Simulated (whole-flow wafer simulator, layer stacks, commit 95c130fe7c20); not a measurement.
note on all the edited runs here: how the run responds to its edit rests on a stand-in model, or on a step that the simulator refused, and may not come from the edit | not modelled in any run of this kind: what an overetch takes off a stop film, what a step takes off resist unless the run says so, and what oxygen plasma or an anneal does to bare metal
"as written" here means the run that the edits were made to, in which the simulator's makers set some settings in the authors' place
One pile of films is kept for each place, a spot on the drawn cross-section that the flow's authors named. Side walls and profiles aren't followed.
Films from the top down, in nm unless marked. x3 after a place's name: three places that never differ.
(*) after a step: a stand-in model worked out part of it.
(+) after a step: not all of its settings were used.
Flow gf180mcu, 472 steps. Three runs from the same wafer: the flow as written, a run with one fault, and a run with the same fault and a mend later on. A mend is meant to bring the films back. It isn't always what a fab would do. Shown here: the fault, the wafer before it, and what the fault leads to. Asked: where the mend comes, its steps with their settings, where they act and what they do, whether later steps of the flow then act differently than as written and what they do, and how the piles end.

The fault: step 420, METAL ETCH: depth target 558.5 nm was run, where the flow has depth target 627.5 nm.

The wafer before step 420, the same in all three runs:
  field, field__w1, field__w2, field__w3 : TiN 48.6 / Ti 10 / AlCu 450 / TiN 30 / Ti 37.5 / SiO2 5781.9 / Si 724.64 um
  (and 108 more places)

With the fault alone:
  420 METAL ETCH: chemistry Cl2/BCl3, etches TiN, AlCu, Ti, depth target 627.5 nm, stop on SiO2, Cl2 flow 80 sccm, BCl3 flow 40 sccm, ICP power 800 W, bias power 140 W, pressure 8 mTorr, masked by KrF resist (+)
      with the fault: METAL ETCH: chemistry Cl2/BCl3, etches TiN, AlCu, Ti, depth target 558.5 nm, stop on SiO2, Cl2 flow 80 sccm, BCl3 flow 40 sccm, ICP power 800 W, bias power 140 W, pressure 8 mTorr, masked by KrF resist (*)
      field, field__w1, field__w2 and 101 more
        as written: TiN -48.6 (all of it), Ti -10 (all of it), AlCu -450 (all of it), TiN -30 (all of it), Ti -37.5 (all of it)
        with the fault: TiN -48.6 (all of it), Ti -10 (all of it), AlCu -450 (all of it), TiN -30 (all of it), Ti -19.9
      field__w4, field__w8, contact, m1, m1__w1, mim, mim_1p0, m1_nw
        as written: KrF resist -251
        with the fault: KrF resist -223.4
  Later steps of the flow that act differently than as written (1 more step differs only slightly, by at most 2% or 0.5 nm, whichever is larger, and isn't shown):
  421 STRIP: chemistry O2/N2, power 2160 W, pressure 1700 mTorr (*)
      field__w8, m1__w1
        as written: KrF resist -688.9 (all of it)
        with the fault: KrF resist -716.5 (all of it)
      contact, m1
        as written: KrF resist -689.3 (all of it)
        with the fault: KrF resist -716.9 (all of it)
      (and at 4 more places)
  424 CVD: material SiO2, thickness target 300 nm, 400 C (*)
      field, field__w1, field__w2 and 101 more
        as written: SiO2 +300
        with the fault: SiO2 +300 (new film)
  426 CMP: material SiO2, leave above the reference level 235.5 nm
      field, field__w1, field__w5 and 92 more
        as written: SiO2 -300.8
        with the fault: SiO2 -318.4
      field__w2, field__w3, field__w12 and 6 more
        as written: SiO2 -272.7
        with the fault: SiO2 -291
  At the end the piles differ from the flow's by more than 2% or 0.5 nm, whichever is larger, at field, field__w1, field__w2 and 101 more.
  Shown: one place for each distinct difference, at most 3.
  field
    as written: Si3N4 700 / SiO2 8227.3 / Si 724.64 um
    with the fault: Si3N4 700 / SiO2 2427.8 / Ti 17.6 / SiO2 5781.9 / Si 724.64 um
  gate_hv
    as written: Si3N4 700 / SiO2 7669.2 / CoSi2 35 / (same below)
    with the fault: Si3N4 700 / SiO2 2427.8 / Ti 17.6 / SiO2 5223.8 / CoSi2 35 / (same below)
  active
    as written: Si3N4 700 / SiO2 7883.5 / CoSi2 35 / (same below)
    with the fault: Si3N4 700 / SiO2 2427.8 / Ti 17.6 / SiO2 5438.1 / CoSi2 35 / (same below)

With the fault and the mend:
  The mend comes after step 420.
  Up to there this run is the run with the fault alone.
  420a METAL ETCH: chemistry Cl2/BCl3, etches TiN, AlCu, Ti, depth target 69 nm, stop on SiO2, Cl2 flow 80 sccm, BCl3 flow 40 sccm, ICP power 800 W, bias power 140 W, pressure 8 mTorr, masked by KrF resist (+) (the flow's step 420 once more, with other settings)
      field, field__w1, field__w2 and 101 more
        Ti -17.6 (all of it)
      field__w4, field__w8, contact, m1, m1__w1, mim, mim_1p0, m1_nw
        KrF resist -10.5
  Later steps of the flow that act differently than as written:
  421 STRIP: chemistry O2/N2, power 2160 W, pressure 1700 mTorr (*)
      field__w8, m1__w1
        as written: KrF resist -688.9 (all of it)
        with the mend: KrF resist -705.9 (all of it)
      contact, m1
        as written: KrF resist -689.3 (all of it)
        with the mend: KrF resist -706.4 (all of it)
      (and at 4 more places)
  At the end the piles are the same as the flow's at every place that both follow.
